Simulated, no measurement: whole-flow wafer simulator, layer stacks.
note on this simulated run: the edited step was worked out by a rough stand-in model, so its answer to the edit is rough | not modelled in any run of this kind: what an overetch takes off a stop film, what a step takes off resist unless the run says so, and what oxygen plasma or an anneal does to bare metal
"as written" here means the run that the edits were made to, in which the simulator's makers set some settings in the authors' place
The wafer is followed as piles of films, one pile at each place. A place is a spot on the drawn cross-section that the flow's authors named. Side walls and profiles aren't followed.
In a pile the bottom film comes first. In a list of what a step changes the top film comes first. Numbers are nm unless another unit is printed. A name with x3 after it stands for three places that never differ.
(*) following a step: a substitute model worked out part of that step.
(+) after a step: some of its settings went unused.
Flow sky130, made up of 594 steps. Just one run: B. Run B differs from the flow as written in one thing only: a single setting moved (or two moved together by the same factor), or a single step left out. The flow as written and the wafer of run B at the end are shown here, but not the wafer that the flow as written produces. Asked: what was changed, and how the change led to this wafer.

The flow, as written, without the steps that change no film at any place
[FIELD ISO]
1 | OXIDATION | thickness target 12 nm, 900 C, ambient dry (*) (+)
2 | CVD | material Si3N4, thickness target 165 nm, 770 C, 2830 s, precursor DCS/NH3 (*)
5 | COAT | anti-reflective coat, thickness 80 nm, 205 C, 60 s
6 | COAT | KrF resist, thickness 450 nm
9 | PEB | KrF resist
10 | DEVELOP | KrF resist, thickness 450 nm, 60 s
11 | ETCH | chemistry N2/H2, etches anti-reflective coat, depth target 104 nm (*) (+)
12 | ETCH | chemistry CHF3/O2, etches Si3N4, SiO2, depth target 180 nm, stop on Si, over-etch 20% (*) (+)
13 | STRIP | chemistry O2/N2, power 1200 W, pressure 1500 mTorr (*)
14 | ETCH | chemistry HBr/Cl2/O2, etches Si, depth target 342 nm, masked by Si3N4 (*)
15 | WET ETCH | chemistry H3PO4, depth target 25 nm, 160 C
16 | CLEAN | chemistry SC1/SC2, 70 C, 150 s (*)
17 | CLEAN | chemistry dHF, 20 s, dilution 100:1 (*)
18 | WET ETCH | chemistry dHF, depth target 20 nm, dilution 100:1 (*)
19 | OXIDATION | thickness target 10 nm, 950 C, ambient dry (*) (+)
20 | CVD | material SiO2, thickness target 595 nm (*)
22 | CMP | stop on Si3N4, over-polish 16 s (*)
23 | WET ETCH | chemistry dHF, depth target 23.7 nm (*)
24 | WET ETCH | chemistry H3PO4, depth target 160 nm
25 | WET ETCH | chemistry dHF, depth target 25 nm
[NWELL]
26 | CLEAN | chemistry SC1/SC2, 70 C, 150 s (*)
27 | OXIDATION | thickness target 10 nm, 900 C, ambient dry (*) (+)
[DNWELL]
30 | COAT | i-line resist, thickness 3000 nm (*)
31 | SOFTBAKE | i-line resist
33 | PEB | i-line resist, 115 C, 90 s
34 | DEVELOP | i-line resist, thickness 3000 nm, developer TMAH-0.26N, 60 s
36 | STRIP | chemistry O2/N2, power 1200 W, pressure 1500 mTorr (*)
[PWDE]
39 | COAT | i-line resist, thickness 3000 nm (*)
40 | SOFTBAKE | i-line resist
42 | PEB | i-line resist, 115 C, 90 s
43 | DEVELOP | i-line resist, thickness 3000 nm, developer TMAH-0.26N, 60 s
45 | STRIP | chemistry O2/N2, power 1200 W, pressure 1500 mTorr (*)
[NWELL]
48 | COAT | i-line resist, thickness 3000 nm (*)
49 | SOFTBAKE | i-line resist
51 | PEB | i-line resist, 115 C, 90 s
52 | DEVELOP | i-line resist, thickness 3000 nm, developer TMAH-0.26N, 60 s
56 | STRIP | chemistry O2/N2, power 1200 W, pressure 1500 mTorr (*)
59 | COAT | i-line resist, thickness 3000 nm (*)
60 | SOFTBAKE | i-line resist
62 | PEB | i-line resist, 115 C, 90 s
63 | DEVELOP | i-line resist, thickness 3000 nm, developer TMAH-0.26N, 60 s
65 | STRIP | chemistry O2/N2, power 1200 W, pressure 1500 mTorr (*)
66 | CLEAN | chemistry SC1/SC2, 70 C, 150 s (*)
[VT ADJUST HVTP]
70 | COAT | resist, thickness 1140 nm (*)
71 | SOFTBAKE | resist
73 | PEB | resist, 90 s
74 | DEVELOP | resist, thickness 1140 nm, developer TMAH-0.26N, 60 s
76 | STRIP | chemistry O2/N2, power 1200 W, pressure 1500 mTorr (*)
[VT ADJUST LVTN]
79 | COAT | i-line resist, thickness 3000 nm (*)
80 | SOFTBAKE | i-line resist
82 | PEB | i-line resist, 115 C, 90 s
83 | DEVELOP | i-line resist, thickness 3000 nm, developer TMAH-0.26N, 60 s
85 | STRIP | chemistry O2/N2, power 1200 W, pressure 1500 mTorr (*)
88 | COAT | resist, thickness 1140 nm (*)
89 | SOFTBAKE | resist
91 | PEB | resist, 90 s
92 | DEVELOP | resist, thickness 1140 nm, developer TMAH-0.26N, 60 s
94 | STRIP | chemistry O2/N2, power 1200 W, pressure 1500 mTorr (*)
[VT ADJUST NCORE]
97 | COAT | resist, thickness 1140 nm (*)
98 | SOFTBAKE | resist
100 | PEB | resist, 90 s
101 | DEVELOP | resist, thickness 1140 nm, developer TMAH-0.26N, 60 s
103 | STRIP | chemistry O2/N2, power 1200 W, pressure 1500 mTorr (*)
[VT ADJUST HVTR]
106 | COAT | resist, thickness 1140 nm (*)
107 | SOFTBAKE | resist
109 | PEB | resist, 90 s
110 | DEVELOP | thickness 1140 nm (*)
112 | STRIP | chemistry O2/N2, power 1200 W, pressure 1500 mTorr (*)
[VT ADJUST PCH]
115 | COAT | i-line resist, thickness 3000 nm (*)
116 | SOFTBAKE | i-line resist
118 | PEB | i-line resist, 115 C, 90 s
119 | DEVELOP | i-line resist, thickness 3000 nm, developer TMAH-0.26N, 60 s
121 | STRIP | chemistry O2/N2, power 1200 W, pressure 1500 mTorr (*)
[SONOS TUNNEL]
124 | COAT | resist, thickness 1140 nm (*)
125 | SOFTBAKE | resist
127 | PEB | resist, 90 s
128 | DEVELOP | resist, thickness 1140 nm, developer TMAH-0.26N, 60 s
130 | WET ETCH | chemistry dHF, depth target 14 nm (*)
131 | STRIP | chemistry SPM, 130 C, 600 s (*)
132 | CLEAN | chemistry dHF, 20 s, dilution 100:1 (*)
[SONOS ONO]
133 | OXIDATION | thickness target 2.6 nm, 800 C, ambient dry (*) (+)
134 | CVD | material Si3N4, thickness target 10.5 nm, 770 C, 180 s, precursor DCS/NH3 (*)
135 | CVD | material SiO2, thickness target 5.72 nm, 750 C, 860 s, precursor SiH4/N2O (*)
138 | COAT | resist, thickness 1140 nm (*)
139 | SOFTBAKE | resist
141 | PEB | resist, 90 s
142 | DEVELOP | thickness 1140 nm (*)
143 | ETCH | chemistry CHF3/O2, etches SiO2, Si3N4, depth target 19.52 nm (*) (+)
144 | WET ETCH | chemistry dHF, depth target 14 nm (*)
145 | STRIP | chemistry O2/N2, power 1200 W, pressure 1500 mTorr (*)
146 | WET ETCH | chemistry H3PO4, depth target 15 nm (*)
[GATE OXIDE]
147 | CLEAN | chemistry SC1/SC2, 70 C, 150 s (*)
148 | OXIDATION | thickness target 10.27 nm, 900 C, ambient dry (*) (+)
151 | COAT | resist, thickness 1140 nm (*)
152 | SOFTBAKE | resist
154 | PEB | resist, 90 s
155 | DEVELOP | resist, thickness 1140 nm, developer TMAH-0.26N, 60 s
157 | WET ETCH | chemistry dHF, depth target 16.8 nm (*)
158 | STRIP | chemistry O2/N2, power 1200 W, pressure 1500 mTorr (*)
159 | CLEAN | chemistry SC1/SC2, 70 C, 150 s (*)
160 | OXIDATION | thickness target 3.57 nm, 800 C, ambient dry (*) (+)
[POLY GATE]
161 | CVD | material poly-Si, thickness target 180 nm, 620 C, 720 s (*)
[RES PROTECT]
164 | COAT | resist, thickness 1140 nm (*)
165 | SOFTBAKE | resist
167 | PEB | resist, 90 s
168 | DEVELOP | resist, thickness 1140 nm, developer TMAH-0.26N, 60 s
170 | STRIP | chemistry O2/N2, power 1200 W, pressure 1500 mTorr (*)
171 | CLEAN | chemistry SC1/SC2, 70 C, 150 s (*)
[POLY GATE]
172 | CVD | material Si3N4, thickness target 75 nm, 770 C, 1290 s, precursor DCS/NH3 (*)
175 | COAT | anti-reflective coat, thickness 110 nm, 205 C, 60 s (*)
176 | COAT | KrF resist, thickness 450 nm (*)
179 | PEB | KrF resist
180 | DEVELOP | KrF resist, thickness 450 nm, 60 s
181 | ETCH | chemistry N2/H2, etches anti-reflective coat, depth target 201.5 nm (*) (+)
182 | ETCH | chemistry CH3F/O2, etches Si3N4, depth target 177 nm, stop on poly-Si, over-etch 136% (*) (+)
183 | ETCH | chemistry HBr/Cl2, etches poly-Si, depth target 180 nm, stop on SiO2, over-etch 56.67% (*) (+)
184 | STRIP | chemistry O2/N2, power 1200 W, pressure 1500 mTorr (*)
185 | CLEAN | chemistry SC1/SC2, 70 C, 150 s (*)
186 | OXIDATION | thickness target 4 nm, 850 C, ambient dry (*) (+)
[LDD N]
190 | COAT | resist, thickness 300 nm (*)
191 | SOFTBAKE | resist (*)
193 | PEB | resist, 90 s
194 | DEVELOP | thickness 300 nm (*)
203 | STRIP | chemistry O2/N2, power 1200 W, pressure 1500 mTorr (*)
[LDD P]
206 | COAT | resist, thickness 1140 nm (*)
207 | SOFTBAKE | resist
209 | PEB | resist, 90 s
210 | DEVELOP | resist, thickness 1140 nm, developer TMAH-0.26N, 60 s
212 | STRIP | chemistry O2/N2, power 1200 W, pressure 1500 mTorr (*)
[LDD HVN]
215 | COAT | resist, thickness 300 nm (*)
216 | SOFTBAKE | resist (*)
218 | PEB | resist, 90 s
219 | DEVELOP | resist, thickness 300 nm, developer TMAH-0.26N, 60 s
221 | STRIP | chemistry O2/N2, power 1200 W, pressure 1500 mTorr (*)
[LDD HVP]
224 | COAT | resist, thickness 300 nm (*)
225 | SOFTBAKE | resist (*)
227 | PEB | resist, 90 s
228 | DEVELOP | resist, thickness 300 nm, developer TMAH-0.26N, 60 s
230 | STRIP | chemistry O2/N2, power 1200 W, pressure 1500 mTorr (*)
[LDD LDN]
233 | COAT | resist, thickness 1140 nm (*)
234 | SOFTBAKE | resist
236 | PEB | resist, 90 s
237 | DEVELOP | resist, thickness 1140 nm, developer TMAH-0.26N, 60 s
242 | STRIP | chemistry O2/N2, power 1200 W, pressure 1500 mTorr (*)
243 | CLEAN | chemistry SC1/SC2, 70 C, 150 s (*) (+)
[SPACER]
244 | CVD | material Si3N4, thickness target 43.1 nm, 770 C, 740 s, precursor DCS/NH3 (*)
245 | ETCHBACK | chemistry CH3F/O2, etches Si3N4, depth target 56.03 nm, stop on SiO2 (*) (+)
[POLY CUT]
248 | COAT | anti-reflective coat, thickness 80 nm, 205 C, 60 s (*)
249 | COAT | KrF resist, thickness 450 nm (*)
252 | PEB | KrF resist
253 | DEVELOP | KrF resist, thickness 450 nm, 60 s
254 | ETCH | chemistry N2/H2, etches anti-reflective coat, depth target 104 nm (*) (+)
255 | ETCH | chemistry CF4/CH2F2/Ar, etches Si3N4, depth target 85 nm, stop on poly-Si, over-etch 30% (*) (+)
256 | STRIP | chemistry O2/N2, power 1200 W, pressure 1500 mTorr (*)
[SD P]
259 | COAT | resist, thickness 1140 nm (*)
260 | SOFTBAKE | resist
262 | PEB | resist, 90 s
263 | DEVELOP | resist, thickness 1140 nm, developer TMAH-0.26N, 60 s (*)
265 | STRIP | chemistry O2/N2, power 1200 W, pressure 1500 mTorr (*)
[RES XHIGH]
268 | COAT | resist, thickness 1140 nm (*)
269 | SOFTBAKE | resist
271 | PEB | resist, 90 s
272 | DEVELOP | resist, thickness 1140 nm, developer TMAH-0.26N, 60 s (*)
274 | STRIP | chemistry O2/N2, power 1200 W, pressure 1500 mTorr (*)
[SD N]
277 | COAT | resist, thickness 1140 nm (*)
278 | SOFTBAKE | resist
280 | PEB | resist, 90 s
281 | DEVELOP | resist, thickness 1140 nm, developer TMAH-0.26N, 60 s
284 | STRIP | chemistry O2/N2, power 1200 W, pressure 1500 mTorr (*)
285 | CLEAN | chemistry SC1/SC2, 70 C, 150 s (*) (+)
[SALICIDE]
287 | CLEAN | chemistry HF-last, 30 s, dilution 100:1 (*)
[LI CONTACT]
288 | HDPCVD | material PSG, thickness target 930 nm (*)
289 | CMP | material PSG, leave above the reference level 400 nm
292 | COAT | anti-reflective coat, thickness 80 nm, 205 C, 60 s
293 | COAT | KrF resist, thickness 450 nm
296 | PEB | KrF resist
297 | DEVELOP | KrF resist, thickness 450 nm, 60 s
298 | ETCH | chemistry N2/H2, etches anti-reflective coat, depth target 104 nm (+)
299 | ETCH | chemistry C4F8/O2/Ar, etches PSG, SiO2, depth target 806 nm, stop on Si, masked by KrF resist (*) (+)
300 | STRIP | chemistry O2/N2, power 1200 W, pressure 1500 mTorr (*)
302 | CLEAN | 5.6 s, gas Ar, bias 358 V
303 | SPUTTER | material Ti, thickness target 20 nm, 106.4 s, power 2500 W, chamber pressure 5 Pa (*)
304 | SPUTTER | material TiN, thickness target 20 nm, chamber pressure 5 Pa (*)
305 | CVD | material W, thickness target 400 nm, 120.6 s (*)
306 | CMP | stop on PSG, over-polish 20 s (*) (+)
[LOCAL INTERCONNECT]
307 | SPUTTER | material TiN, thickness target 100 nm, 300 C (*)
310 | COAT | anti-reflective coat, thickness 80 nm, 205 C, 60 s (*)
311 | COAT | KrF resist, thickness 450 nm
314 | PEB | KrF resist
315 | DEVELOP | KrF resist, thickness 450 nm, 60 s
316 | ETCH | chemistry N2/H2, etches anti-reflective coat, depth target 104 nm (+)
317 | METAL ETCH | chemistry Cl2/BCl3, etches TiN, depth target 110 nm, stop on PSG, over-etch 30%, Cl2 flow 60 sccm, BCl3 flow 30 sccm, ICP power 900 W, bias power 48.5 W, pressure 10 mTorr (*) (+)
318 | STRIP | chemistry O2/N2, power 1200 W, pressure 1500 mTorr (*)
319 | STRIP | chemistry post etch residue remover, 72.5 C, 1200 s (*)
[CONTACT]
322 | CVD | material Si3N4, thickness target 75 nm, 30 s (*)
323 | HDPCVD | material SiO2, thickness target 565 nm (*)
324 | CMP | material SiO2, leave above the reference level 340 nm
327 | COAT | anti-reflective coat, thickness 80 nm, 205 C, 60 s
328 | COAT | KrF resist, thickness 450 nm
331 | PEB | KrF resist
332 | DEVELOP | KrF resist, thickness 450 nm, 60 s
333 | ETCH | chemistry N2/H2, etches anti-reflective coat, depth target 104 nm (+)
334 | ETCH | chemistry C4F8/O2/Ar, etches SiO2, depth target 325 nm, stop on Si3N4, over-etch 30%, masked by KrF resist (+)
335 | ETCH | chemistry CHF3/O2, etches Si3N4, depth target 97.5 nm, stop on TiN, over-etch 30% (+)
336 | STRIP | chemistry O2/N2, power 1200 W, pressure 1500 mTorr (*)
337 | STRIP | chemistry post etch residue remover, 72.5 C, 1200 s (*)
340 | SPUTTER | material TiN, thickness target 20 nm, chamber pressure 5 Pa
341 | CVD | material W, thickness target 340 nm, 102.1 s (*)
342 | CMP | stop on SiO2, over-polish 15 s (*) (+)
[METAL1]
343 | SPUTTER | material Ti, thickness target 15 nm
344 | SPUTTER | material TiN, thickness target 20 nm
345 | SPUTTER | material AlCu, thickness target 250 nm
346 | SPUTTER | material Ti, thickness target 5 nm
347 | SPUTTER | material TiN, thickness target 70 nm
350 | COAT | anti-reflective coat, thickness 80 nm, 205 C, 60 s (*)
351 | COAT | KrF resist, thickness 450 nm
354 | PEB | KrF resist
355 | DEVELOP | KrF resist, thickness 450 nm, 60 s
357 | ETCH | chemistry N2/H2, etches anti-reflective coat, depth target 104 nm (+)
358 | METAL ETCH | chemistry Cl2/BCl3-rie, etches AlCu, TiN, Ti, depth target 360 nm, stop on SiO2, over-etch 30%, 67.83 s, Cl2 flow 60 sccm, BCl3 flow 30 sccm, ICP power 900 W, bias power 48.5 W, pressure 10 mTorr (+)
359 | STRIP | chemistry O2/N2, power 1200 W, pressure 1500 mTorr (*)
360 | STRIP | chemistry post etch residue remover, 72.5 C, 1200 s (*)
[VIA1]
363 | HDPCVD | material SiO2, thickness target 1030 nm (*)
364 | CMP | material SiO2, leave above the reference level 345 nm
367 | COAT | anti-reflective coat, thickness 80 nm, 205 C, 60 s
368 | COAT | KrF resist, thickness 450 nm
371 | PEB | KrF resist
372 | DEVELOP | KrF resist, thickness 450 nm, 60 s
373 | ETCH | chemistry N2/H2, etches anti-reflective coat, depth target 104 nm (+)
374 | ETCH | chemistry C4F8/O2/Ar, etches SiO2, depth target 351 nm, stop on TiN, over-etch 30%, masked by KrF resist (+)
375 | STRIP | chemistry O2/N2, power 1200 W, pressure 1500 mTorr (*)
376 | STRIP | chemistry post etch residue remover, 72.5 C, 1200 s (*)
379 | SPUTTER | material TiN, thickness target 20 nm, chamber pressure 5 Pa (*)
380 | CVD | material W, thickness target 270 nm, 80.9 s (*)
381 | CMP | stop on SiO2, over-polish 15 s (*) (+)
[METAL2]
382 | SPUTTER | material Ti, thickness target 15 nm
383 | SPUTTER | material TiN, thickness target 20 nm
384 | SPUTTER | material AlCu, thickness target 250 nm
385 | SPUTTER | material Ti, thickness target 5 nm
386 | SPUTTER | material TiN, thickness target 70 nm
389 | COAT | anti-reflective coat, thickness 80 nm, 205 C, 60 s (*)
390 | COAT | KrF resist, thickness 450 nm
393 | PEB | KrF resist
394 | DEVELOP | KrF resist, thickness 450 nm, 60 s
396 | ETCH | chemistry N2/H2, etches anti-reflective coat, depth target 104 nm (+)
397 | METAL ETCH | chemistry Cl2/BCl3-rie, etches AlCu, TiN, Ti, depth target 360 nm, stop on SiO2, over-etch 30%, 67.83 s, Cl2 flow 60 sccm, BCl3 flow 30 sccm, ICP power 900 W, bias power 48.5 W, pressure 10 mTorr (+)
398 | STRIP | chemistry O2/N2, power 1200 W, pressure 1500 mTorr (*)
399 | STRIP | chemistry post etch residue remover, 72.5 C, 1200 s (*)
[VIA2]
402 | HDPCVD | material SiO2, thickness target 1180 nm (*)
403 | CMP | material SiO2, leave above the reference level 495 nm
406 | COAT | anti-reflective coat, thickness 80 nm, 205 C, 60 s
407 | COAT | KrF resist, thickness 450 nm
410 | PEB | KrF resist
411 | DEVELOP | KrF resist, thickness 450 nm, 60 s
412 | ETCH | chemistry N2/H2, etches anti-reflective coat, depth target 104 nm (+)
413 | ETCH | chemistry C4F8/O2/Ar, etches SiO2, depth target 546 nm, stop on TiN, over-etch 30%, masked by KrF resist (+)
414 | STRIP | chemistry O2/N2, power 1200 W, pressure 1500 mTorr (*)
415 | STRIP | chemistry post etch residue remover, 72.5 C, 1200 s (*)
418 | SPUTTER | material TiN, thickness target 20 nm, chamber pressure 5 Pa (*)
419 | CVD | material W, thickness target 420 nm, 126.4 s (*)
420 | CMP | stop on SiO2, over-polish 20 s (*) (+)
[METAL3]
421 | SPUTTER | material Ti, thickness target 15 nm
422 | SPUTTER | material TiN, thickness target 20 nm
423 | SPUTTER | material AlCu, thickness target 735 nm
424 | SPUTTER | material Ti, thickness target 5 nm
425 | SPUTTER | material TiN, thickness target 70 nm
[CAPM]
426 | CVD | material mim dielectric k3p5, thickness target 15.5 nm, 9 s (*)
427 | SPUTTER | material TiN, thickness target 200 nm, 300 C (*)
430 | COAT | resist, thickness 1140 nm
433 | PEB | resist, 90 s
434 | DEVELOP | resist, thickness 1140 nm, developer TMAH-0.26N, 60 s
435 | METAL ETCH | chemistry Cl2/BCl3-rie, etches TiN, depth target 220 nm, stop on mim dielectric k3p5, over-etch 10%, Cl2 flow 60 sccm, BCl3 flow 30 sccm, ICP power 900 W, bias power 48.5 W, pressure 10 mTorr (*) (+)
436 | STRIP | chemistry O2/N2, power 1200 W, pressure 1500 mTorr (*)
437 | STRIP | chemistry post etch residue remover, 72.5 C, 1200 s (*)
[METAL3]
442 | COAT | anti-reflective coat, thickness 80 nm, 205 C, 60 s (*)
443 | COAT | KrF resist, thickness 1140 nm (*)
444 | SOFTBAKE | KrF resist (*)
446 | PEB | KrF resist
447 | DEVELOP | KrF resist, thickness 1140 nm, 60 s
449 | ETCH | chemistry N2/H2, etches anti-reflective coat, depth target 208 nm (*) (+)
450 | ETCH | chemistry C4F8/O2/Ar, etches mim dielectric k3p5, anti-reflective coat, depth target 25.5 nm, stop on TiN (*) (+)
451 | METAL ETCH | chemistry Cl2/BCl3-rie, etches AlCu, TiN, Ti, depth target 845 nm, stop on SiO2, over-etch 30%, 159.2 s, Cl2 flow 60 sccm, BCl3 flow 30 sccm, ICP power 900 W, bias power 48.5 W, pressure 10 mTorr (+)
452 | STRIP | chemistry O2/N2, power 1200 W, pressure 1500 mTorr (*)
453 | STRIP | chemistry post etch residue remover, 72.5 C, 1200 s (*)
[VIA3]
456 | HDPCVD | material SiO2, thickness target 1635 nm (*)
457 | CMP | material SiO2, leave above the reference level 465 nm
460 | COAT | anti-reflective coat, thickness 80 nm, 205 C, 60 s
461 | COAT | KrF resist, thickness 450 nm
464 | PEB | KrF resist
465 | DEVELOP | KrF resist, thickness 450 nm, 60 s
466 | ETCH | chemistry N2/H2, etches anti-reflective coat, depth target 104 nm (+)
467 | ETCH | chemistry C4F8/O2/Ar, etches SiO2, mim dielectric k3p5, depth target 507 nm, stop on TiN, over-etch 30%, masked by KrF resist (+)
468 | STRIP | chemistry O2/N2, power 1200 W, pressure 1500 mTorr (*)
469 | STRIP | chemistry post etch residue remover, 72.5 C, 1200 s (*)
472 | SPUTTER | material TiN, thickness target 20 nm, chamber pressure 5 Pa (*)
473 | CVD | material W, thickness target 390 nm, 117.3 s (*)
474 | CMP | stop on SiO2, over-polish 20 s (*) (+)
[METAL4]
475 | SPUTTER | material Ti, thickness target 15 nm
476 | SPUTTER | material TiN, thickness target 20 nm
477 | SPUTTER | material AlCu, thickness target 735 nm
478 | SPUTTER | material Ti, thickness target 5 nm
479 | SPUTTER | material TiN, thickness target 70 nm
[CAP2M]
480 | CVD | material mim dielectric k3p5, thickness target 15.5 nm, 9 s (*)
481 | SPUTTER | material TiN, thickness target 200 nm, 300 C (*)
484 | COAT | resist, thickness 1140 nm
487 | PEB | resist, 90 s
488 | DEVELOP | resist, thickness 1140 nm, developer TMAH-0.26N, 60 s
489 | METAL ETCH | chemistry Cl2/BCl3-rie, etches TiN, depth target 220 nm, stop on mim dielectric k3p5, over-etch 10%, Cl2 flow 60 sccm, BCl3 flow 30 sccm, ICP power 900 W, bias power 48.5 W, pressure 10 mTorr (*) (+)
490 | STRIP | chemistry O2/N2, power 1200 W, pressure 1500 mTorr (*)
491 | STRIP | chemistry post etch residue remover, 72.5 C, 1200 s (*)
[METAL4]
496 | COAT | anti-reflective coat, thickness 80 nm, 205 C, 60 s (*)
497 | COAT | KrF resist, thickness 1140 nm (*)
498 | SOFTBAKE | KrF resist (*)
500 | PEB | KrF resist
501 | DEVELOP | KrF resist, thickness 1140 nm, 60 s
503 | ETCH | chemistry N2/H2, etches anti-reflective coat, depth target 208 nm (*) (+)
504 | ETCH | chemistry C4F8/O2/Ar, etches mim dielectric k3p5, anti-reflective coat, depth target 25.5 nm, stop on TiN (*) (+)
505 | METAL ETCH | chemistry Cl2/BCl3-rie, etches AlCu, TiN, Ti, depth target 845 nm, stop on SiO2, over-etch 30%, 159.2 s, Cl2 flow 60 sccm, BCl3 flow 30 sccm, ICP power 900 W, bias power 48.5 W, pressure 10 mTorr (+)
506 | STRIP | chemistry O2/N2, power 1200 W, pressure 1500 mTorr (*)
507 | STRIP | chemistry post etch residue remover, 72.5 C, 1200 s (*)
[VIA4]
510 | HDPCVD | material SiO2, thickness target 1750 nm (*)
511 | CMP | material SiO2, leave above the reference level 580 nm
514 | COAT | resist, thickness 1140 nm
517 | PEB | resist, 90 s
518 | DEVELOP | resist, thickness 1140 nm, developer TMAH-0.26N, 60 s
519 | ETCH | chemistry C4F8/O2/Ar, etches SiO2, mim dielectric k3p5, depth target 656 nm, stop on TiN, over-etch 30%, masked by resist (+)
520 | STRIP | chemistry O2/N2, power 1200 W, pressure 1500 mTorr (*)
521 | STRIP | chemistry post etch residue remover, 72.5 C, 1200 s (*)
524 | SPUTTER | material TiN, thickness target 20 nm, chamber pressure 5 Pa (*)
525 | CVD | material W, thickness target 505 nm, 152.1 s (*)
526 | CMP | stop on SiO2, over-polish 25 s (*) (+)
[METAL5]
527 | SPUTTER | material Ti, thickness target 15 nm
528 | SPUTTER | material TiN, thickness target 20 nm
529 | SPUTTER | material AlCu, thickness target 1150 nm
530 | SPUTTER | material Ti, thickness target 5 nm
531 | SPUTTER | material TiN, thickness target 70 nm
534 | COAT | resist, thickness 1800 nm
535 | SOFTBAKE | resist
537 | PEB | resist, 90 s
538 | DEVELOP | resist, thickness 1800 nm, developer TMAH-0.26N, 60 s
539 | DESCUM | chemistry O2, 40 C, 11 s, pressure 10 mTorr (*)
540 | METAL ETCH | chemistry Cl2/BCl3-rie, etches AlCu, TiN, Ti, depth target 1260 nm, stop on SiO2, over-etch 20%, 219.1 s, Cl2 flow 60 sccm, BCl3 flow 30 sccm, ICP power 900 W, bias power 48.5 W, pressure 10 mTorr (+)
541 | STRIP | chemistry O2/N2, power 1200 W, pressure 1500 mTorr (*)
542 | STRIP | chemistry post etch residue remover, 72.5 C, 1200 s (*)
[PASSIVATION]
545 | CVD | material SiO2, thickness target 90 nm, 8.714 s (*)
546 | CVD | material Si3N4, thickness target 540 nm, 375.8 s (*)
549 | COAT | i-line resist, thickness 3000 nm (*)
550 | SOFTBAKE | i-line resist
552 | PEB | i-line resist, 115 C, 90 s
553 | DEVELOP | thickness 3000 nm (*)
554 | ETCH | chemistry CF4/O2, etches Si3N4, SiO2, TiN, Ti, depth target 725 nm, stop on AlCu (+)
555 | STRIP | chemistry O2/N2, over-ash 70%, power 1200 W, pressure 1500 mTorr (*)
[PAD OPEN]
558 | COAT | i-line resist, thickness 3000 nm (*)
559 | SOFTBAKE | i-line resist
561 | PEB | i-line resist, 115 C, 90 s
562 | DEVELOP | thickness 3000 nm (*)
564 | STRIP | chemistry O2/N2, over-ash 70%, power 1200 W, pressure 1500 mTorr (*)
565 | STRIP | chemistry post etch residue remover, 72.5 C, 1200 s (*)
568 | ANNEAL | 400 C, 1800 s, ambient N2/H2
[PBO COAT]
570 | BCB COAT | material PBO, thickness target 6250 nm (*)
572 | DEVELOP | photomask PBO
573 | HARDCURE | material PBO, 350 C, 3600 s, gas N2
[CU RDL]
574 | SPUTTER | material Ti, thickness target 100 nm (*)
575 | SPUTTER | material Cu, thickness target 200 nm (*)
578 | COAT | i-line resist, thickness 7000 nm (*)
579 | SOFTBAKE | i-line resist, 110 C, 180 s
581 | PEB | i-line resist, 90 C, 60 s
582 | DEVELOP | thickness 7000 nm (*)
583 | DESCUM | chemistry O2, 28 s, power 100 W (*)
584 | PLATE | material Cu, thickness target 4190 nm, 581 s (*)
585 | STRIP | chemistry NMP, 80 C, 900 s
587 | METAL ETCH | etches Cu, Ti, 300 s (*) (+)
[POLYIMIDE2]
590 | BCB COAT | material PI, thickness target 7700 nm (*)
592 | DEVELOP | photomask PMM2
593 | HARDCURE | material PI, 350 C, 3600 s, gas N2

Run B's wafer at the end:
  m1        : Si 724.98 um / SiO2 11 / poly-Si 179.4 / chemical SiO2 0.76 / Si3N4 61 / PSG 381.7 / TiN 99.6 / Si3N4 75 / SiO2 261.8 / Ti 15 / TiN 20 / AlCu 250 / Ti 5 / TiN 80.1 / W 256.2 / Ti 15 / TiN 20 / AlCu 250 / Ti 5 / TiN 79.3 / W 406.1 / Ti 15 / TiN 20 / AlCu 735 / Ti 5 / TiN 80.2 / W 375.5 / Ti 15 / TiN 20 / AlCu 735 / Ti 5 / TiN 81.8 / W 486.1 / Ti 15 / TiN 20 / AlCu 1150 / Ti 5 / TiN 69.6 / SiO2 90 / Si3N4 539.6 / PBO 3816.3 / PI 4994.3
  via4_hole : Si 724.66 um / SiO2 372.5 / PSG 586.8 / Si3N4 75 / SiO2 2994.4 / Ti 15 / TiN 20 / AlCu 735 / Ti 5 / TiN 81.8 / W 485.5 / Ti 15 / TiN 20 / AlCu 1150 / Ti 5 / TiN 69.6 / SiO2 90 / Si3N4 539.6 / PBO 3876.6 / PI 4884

What caused this: step 524, SPUTTER: thickness target 16 nm was run, though the flow has thickness target 20 nm.

Step by step, how the change led to this:
  524 | SPUTTER | material TiN, thickness target 20 nm, chamber pressure 5 Pa (*)
      field, active, n_well and 188 more: TiN gains 16 (new film) (it would be, as written: TiN gains 20 (new film))
      m1, via4_hole: TiN gains 12.2 (it would be, as written: TiN gains 15.3)
  526 | CMP | stop on SiO2, over-polish 25 s (*) (+)
      field, active, n_well and 188 more: W loses 505 (all of it), TiN loses 16 (all of it), SiO2 loses 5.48 (it would be, as written: W loses 505 (all of it), TiN loses 20 (all of it), SiO2 loses 5.48)
